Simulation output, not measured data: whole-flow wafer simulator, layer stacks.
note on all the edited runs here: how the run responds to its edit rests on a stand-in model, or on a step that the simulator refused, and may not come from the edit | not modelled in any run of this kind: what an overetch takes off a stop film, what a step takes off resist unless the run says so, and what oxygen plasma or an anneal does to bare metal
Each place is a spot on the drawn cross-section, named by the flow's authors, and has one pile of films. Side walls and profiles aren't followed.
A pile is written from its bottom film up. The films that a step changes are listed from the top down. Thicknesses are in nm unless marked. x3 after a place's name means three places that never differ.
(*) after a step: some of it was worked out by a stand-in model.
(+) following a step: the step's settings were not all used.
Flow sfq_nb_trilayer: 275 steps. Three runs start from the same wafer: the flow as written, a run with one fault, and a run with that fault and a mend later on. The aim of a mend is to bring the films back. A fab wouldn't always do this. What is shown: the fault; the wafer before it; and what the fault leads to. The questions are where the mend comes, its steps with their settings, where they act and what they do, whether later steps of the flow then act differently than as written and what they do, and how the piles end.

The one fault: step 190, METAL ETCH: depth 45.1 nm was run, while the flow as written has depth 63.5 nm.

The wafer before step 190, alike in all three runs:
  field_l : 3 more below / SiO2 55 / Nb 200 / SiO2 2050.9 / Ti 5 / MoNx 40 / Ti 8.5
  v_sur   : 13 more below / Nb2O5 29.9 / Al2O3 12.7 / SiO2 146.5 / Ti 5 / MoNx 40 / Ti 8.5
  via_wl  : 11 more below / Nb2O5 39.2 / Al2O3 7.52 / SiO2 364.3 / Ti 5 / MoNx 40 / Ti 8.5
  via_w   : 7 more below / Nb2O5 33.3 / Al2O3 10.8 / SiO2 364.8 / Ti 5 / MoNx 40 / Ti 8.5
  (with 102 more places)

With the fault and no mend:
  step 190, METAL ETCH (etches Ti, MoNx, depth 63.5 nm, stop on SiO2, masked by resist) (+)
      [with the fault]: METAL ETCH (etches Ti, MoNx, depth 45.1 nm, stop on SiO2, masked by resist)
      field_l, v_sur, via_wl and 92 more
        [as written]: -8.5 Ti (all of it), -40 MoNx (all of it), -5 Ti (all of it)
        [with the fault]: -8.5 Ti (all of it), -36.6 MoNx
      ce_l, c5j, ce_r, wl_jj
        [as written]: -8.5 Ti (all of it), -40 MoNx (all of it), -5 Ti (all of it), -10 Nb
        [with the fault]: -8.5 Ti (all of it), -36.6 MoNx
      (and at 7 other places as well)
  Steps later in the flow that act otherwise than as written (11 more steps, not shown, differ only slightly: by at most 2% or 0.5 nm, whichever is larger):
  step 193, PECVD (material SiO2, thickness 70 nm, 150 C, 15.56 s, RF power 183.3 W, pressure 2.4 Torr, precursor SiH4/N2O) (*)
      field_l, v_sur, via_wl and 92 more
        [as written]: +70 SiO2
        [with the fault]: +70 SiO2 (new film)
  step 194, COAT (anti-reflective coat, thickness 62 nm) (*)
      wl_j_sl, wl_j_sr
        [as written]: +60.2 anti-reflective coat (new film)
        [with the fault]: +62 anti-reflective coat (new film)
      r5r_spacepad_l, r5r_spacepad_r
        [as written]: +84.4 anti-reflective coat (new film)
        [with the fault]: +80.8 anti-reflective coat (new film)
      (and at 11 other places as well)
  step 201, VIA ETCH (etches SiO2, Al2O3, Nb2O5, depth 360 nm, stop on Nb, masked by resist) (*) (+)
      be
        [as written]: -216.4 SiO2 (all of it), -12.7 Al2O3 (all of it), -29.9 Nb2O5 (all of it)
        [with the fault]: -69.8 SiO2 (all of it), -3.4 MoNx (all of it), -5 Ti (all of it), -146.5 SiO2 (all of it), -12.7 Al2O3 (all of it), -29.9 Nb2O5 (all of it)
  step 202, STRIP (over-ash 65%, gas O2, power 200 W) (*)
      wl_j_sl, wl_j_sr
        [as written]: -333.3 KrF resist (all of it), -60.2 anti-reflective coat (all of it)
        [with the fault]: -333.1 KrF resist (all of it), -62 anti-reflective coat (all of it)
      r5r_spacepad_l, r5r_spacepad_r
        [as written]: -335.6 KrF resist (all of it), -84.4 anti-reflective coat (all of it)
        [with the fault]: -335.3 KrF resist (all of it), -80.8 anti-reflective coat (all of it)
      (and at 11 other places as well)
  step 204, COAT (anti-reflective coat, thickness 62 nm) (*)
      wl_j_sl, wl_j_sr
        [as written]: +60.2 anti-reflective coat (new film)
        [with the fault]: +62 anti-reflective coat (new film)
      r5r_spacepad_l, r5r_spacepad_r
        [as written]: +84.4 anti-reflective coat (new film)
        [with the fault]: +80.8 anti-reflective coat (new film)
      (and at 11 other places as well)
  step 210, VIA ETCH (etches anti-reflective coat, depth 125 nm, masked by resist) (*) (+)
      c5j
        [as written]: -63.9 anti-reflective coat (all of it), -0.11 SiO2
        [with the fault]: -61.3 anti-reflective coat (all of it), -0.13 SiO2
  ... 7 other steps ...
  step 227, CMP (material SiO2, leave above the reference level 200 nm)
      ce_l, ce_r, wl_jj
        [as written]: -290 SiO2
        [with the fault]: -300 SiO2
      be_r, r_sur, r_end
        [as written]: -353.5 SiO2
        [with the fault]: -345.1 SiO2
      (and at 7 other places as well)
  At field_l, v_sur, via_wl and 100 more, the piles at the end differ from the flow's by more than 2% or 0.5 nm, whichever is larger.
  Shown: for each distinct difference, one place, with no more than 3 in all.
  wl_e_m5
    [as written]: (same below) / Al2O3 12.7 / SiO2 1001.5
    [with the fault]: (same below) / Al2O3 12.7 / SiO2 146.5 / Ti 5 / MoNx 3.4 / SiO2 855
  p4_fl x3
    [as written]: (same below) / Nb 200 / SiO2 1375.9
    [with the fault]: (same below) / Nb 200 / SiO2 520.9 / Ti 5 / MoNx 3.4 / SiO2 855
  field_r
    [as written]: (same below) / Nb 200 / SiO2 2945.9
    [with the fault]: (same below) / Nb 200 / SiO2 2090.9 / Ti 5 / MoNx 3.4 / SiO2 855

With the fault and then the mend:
  The mend follows step 191.
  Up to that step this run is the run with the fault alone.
  step 191a, COAT (anti-reflective coat, thickness 62 nm) (*) (a further turn of the flow's step 183)
      p4_fl x3, p4_w1 x9, p4_g1 x2 and 57 more
        +62 anti-reflective coat (new film)
      field_l, v_sur, via_wl, via_w, via_wr, via_sp, l0_sur, l0v
        +62.2 anti-reflective coat (new film)
      via_v, wire, be, ln_m6, lsp_r
        +62.3 anti-reflective coat (new film)
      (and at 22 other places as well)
  step 191b, COAT (KrF resist, thickness 600 nm) (*) (a further turn of the flow's step 184)
      p4_fl x3, p4_w1 x9, p4_g1 x2 and 57 more
        +600 KrF resist (new film)
      field_l, v_sur, via_wl
        +600.5 KrF resist (new film)
      via_w, via_wr, l0v
        +600.6 KrF resist (new film)
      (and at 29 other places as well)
  step 191c, SOFTBAKE (KrF resist) (a further turn of the flow's step 185)
      alters no film at any place that is followed
  step 191d, EXPOSE (photomask R5, dose 12.12 mJ/cm2, NA 0.6, wavelength 248 nm) (*) (a further turn of the flow's step 186)
      alters no film at any place that is followed
  step 191e, PEB (KrF resist, 90 s) (a further turn of the flow's step 187)
      field_l, v_sur, via_wl and 75 more
        -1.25 KrF resist
      via_v, wire, be and 15 more
        -1.26 KrF resist
      c5j, ce_r, r5r_space_c
        -1.27 KrF resist
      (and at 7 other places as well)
  step 191f, DEVELOP (KrF resist, thickness 600 nm, 60 s) (a further turn of the flow's step 188)
      p4_fl x3, p4_w1 x9, p4_g1 x2 and 57 more
        -598.7 KrF resist (all of it)
      be_r, r_sur, res, r_end, r5r_line_l, r5r_line_c, r5r_line_r
        -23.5 KrF resist
      v_sur, via_wl, via_w
        -599.3 KrF resist (all of it)
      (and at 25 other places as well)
  step 191g, METAL ETCH (etches anti-reflective coat, depth 125 nm, masked by resist) (*) (+) (a further turn of the flow's step 189)
      p4_fl x3, p4_w1 x9, p4_g1 x2 and 57 more
        -62 anti-reflective coat (all of it)
      field_l, v_sur, via_wl, via_w, via_wr, via_sp, l0_sur, l0v
        -62.2 anti-reflective coat (all of it)
      be_r, r_sur, res, r_end, r5r_line_l, r5r_line_c, r5r_line_r
        -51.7 KrF resist
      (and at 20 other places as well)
  step 191h, METAL ETCH (etches Ti, MoNx, depth 18.4 nm, stop on SiO2, masked by resist) (+) (a further turn of the flow's step 190, with different settings)
      field_l, v_sur, via_wl and 92 more
        -3.4 MoNx (all of it), -5 Ti (all of it)
      be_r, r_sur, res, r_end, r5r_line_l, r5r_line_c, r5r_line_r
        -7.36 KrF resist
      ce_l, c5j, ce_r, wl_jj
        -3.4 MoNx (all of it), -5 Ti (all of it), -10 Nb
  step 191i, STRIP (over-ash 65%, gas O2, power 200 W) (*) (a further turn of the flow's step 191)
      r5r_line_l, r5r_line_c, r5r_line_r
        -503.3 KrF resist (all of it), -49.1 anti-reflective coat (all of it)
      be_r
        -497.5 KrF resist (all of it), -54.4 anti-reflective coat (all of it)
      r_sur
        -497.5 KrF resist (all of it), -58 anti-reflective coat (all of it)
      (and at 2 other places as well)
  Every later step of the flow that is run acts as written at every place that is followed.
  The piles end the same as the flow's at every place that both follow.
